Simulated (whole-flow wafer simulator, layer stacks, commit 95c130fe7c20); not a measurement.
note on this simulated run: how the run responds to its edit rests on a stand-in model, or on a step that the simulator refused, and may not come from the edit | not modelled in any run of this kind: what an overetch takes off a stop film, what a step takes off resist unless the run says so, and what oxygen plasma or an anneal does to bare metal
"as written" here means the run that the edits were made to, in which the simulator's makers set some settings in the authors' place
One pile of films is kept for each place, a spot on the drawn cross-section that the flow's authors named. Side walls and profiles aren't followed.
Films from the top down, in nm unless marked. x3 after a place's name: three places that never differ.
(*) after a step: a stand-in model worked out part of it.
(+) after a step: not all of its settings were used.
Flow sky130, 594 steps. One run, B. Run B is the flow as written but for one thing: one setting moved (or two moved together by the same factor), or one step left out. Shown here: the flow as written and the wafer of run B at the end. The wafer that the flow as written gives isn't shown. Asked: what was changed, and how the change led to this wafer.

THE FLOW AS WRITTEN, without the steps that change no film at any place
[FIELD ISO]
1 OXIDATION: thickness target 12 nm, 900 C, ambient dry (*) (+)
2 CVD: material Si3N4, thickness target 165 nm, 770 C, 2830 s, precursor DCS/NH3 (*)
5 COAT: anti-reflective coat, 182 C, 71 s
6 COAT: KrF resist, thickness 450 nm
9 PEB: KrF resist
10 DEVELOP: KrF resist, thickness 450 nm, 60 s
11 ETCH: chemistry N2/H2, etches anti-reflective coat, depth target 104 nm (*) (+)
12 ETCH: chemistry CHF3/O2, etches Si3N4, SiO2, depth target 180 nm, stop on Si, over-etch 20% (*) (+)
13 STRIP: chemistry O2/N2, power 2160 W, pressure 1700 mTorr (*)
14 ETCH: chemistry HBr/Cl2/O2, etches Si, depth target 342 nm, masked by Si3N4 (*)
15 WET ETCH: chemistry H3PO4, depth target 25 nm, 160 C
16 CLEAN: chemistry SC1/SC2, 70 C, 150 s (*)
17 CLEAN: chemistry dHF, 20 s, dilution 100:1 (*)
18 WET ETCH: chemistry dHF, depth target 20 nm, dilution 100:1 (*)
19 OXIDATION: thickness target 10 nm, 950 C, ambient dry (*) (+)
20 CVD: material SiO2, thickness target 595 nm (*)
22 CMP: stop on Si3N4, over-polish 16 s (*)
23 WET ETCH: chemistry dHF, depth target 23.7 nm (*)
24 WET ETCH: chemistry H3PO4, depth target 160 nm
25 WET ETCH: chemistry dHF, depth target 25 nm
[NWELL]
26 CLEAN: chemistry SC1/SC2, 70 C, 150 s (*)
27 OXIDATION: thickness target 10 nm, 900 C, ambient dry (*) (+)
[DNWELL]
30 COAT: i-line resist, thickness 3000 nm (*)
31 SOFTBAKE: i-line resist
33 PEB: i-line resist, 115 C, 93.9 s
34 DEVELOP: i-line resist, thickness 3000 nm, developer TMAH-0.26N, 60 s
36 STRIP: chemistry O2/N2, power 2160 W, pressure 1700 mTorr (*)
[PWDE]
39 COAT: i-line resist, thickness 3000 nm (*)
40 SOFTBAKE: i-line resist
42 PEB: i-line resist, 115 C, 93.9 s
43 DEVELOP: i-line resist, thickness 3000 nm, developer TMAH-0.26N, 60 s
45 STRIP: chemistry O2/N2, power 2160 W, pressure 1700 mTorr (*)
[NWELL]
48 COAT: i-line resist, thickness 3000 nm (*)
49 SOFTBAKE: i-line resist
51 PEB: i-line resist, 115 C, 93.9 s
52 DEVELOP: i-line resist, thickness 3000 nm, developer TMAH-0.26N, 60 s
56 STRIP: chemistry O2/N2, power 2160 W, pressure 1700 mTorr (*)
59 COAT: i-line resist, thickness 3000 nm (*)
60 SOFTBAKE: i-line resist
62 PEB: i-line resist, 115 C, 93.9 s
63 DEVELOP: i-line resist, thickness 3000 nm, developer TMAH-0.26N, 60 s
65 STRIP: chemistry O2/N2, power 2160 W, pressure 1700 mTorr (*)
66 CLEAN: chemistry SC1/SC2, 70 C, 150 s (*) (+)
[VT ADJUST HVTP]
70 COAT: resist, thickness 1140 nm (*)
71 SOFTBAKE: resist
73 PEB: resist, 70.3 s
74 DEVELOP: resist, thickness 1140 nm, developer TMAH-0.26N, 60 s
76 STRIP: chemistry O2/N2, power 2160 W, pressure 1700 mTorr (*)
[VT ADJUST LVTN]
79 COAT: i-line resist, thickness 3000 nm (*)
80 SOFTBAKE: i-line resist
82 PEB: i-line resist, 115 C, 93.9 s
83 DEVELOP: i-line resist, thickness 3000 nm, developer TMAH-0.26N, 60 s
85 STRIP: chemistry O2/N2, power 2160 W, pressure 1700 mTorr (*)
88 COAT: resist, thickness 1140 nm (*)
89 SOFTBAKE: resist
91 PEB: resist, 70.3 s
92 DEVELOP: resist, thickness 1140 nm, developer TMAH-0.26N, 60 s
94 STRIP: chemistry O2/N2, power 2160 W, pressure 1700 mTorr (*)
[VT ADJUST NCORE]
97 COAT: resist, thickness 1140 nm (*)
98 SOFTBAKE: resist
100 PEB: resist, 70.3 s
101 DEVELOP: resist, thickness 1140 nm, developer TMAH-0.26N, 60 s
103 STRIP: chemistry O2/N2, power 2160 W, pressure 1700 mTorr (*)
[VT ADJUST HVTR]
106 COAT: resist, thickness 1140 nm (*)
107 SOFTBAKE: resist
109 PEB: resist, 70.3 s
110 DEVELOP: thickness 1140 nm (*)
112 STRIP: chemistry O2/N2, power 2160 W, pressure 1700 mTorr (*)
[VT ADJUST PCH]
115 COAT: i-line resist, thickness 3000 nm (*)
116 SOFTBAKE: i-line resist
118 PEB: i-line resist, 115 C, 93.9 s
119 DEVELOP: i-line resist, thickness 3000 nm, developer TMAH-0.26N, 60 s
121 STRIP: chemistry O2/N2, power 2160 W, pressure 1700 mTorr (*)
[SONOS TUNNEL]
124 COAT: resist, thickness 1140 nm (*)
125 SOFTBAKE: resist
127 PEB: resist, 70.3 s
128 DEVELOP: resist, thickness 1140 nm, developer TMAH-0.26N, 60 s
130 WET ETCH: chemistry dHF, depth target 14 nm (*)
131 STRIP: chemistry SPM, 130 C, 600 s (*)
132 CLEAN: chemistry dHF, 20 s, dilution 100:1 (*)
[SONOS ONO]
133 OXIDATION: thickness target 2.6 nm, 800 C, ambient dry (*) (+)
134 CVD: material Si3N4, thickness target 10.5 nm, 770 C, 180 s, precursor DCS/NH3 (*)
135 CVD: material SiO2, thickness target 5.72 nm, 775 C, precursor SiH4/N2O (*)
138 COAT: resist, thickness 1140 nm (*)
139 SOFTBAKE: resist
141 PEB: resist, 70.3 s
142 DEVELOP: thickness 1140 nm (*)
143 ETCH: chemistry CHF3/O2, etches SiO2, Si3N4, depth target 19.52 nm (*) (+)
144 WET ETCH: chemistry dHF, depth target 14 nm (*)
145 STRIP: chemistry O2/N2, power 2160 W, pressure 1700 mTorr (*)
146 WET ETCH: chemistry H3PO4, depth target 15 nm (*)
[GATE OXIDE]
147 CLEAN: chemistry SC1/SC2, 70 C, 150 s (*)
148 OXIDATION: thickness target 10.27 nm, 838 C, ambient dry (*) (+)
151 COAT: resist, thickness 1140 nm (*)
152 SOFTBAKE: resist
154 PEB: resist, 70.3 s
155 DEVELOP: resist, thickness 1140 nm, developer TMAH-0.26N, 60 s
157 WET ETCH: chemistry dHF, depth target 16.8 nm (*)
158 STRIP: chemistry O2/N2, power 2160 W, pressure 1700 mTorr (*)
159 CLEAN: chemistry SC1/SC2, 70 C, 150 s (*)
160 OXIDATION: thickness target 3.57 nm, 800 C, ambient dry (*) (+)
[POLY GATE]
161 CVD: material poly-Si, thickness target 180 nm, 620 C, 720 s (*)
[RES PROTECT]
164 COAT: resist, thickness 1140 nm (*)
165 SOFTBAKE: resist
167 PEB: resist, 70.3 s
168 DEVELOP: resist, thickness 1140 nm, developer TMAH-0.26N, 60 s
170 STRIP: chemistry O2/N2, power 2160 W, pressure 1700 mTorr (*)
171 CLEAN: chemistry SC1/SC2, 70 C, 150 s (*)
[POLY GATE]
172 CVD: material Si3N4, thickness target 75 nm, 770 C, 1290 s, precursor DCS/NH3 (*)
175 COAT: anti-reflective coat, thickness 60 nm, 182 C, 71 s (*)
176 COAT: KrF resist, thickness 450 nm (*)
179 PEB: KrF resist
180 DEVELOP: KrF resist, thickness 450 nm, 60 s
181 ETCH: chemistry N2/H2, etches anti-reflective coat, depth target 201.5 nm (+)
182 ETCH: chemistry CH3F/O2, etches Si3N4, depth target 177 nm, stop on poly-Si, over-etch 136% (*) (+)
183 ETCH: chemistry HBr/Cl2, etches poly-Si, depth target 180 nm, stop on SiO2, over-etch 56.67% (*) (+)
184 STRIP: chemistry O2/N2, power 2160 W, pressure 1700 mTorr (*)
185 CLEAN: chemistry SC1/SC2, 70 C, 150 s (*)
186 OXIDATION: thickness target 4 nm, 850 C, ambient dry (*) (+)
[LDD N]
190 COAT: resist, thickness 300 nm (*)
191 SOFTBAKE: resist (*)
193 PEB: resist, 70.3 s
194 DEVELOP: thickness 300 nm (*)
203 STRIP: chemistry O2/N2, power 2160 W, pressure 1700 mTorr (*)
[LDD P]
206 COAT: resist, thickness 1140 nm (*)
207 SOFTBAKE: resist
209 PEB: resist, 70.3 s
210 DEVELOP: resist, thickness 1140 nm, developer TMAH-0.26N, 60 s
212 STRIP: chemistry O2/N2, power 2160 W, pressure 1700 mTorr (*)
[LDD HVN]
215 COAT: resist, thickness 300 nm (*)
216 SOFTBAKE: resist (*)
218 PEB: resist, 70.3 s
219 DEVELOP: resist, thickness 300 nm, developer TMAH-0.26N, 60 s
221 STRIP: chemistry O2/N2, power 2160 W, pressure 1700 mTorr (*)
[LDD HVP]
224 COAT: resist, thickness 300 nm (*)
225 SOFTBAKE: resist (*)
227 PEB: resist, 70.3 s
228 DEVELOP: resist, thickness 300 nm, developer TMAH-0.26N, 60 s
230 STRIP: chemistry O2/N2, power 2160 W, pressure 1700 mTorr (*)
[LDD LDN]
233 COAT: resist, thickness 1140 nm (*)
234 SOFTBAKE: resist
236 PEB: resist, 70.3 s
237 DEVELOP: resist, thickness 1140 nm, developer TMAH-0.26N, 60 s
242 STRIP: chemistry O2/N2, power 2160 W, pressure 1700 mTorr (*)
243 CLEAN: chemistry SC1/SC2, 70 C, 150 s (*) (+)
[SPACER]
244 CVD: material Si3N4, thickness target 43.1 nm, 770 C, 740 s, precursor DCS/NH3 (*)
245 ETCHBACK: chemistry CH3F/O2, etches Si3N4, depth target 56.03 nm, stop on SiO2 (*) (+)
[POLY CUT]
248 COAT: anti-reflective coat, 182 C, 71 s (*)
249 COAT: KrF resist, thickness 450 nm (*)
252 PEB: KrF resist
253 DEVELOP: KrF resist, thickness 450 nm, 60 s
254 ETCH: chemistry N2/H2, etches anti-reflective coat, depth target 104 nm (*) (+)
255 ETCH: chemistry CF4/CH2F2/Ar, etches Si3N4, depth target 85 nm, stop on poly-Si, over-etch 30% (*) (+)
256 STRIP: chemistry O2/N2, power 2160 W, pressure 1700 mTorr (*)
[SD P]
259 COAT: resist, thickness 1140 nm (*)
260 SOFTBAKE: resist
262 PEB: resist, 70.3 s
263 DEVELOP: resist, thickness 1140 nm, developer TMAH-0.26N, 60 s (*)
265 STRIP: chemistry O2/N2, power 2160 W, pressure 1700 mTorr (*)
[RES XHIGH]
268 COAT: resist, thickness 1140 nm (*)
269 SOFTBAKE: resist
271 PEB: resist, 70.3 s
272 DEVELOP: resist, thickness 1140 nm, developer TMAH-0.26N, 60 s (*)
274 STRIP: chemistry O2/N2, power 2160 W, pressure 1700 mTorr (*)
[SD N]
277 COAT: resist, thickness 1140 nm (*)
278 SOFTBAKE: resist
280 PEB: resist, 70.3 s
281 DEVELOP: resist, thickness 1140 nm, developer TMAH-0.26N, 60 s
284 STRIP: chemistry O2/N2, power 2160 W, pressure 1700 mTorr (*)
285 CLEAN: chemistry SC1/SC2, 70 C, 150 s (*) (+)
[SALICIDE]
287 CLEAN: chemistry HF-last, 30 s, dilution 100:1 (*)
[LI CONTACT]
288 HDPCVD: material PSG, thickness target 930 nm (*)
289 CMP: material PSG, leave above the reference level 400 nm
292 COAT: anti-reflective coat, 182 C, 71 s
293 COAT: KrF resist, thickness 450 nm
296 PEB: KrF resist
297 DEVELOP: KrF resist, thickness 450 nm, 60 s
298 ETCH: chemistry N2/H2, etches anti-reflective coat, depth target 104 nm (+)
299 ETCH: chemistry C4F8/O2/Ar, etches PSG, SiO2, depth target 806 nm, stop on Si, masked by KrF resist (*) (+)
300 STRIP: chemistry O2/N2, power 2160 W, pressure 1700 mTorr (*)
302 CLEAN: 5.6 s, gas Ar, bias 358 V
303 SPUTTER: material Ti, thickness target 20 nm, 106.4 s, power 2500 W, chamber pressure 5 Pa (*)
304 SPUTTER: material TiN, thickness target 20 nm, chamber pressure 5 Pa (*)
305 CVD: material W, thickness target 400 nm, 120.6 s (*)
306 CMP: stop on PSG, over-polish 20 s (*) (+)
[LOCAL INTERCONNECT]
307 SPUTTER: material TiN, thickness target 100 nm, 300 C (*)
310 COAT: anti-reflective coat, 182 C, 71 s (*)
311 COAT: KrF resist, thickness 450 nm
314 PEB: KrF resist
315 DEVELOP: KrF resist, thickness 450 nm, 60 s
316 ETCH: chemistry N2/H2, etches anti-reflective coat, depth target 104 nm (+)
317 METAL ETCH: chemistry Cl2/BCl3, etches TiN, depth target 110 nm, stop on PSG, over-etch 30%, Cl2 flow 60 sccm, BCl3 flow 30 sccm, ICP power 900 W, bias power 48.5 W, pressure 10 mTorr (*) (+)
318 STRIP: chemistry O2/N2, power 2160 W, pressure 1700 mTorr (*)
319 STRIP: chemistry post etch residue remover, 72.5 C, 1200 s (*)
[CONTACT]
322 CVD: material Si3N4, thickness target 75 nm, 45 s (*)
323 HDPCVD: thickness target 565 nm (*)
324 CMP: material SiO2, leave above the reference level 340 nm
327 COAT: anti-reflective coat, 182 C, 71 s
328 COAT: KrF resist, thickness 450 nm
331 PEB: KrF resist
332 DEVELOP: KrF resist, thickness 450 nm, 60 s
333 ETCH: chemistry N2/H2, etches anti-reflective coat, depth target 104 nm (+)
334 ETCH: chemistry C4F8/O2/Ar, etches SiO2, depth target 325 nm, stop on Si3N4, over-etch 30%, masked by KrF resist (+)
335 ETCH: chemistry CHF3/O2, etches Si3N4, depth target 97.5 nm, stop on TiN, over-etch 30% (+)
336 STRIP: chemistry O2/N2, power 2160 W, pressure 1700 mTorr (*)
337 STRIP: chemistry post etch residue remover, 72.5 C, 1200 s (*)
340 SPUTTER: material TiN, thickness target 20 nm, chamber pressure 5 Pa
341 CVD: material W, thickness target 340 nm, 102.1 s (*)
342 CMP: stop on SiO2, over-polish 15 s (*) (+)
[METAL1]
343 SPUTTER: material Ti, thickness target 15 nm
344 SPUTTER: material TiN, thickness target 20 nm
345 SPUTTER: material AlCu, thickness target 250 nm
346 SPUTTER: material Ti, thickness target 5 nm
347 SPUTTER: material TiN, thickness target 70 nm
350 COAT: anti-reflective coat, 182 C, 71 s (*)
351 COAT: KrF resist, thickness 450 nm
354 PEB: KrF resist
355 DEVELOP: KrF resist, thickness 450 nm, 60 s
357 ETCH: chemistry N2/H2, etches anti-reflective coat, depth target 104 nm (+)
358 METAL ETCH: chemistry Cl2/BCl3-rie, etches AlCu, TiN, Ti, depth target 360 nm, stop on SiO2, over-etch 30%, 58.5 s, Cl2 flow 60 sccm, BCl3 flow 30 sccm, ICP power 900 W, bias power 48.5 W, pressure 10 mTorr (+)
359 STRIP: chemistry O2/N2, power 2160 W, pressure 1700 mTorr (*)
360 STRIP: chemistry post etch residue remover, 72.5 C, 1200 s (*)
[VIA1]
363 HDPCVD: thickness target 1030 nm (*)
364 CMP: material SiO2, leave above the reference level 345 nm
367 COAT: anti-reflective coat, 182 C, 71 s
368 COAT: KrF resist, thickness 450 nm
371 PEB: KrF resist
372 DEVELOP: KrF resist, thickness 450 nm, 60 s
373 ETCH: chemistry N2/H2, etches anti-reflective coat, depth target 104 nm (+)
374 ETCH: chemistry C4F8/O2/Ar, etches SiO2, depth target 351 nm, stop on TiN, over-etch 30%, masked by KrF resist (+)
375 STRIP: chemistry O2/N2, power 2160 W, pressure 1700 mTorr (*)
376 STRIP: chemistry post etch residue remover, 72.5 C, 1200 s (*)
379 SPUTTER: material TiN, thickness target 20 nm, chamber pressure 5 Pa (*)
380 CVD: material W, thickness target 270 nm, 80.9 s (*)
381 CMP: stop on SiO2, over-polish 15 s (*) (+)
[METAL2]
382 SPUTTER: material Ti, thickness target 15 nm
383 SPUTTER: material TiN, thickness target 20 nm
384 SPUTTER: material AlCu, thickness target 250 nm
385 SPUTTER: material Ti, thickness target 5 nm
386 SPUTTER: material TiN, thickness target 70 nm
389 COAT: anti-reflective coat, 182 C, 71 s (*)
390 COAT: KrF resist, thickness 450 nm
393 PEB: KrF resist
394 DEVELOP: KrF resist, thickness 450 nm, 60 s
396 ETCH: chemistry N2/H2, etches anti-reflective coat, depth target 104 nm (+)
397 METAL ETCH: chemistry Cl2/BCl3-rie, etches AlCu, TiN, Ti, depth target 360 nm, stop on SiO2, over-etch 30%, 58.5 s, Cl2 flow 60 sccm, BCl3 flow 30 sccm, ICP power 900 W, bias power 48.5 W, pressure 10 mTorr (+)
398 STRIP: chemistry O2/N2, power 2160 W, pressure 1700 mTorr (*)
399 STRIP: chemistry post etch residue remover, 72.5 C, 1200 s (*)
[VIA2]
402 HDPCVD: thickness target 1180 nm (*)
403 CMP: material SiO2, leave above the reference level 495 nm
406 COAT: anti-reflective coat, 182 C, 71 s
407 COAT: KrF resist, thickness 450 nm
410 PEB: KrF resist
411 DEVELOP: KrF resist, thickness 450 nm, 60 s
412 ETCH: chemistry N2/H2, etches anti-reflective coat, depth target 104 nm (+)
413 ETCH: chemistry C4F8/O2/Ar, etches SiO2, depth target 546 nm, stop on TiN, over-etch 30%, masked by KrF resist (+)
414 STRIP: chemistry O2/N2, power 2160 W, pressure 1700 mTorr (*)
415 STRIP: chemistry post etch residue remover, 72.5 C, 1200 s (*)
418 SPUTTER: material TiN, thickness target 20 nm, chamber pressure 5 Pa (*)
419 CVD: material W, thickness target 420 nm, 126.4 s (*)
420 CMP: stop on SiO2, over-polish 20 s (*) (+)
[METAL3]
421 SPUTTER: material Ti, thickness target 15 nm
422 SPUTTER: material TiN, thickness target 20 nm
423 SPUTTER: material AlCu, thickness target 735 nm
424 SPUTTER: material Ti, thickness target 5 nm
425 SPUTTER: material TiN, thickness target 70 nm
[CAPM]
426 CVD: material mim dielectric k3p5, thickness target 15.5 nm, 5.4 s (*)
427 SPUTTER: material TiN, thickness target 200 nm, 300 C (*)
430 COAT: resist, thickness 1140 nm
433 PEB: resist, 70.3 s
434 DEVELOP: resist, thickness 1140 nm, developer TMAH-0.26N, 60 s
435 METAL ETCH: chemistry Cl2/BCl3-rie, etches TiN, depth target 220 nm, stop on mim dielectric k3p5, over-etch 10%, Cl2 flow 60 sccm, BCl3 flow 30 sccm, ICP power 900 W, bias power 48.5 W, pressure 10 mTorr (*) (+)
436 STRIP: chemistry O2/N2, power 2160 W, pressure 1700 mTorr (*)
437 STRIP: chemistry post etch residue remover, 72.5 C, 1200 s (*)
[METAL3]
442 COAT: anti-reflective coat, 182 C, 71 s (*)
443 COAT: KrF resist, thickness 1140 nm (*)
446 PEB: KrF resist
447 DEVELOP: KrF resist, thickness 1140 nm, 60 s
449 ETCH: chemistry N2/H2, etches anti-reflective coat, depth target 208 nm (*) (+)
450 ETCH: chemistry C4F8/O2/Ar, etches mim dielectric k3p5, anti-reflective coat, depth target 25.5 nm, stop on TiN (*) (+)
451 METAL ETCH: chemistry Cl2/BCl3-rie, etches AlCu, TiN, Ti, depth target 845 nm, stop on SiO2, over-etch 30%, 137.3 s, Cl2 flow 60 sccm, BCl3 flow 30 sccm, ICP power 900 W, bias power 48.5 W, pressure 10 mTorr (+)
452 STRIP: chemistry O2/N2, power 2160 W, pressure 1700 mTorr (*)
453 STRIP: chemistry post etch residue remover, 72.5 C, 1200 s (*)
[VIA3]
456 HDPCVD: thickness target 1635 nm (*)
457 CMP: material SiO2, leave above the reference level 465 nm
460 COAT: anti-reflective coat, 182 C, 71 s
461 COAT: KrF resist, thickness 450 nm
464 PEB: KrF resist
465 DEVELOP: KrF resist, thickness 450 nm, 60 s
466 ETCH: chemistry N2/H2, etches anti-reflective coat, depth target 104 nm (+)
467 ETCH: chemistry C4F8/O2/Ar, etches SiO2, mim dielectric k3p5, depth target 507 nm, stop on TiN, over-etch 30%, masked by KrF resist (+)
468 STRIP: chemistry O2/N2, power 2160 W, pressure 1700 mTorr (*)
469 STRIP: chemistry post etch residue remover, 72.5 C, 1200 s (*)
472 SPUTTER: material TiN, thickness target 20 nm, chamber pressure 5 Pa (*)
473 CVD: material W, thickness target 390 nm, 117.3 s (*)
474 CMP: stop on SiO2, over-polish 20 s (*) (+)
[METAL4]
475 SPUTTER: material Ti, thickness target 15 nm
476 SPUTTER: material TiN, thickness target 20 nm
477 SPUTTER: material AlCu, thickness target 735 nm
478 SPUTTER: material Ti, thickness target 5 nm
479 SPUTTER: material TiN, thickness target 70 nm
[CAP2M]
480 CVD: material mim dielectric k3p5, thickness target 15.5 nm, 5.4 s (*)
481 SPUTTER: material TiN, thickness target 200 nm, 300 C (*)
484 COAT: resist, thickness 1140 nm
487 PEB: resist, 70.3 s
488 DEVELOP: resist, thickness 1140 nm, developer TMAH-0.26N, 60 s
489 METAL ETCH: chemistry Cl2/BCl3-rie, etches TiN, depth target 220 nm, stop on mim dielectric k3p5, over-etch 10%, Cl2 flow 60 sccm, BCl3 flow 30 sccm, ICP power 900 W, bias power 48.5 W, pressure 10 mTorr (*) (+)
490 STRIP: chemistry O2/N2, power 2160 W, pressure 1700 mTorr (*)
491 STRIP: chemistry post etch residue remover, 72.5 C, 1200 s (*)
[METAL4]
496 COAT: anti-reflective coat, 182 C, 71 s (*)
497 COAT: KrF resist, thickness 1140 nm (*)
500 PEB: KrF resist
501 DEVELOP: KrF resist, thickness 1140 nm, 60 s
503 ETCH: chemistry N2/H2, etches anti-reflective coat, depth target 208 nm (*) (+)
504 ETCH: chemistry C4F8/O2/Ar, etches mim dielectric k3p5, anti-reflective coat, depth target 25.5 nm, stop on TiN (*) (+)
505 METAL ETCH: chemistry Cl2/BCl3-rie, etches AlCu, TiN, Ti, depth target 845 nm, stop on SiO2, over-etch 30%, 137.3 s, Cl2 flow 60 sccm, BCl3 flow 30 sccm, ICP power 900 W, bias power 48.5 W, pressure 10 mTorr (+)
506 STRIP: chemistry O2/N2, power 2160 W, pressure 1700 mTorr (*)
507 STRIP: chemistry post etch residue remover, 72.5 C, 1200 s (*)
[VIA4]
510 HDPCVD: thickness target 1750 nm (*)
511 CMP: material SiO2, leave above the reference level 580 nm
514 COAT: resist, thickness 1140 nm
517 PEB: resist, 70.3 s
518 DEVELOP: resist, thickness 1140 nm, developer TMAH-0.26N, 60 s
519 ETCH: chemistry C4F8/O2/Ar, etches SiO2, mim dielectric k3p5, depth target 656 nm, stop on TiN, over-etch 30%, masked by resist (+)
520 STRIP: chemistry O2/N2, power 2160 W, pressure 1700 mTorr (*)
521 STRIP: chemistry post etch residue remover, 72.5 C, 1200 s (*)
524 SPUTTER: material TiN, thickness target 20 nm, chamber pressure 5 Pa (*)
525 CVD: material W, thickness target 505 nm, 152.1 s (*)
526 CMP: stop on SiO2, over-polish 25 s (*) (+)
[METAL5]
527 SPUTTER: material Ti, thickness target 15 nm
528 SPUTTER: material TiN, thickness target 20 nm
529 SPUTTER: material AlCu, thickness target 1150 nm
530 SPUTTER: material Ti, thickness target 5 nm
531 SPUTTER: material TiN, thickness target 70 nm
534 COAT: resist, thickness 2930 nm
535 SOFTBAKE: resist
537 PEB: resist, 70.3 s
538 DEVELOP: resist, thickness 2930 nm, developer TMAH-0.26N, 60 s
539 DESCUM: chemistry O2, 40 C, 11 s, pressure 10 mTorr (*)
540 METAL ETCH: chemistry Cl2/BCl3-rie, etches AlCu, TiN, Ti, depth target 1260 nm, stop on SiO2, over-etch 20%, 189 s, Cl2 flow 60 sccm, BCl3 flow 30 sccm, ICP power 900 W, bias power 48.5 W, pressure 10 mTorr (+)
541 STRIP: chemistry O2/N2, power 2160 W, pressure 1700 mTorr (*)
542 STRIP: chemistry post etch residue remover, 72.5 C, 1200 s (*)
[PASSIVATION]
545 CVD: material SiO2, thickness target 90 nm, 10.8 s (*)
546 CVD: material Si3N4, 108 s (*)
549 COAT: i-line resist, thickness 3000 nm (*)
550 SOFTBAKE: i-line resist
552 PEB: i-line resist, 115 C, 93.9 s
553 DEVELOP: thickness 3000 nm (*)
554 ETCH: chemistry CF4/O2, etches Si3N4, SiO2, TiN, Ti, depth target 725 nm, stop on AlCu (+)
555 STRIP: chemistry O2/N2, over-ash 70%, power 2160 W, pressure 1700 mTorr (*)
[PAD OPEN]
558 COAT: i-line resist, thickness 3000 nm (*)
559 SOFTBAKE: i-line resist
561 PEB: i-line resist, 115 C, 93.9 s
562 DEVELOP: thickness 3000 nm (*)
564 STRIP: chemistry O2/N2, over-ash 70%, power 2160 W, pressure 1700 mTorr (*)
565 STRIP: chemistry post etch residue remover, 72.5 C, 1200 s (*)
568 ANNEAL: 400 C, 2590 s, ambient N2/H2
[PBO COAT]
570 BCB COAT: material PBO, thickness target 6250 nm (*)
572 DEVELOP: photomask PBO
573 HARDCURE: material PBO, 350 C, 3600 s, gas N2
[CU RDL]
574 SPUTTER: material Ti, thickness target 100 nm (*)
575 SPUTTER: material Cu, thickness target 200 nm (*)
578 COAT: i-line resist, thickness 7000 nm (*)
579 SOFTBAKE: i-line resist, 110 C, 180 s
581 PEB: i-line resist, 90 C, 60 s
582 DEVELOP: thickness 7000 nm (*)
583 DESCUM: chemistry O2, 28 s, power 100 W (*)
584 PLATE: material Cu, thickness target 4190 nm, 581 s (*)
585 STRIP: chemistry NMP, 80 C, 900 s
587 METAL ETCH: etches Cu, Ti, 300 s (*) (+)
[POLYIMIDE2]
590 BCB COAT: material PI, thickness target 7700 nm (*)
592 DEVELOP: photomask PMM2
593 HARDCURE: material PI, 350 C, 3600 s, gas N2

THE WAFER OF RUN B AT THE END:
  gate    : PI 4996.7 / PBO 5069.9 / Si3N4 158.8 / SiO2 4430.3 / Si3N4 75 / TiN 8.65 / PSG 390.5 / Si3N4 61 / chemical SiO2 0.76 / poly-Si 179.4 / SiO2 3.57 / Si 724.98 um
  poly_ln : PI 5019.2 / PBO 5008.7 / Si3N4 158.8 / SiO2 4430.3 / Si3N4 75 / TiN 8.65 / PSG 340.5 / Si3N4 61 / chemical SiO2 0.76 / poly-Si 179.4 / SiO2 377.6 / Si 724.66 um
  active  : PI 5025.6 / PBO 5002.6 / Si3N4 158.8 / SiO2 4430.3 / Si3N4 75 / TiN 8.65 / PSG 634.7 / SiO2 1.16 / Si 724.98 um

The cause: step 316, ETCH: depth target 66.6 nm was run, where the flow has depth target 104 nm.

How the change led to this, step by step:
  316 ETCH: chemistry N2/H2, etches anti-reflective coat, depth target 104 nm (+)
      field, active, gate and 87 more: anti-reflective coat -66.6 (as written it would be: anti-reflective coat -80 (all of it), TiN -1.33)
      rpo_hd: anti-reflective coat -66.6 (as written it would be: anti-reflective coat -80 (all of it), TiN -1.34)
      (and at 100 more places)
  317 METAL ETCH: chemistry Cl2/BCl3, etches TiN, depth target 110 nm, stop on PSG, over-etch 30%, Cl2 flow 60 sccm, BCl3 flow 30 sccm, ICP power 900 W, bias power 48.5 W, pressure 10 mTorr (*) (+)
      field, active, gate and 84 more: anti-reflective coat -13.4 (all of it), TiN -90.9 (as written it would be: TiN -98.7 (all of it))
      rpo_hd, rpm_encl, rpm_encl_psd, iso_guard_nsd_tip: anti-reflective coat -13.4 (all of it), TiN -91 (as written it would be: TiN -98.7 (all of it))
  318 STRIP: chemistry O2/N2, power 2160 W, pressure 1700 mTorr (*)
      n_well, p_well, gate_hv and 93 more: KrF resist -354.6 (all of it), anti-reflective coat -80 (all of it) (as written it would be: KrF resist -333.8 (all of it), anti-reflective coat -80 (all of it))
      poly_licon, ndiff_licon, rpo_hd_licon: KrF resist -354.7 (all of it), anti-reflective coat -80.5 (all of it) (as written it would be: KrF resist -333.9 (all of it), anti-reflective coat -80.5 (all of it))
      (and at 1 more place)
  324 CMP: material SiO2, leave above the reference level 340 nm
      field, active, gate and 84 more: SiO2 -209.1 (as written it would be: SiO2 -200.4)
      rpo_hd, rpm_encl, rpm_encl_psd, iso_guard_nsd_tip: SiO2 -209 (as written it would be: SiO2 -200.4)
Counting metal films that touch as one body, gate has 1 body; the flow as written gives 0 bodies.
Counting metal films that touch as one body, poly_ln has 1 body; the flow as written gives 0 bodies.
Counting metal films that touch as one body, active has 1 body; the flow as written gives 0 bodies.
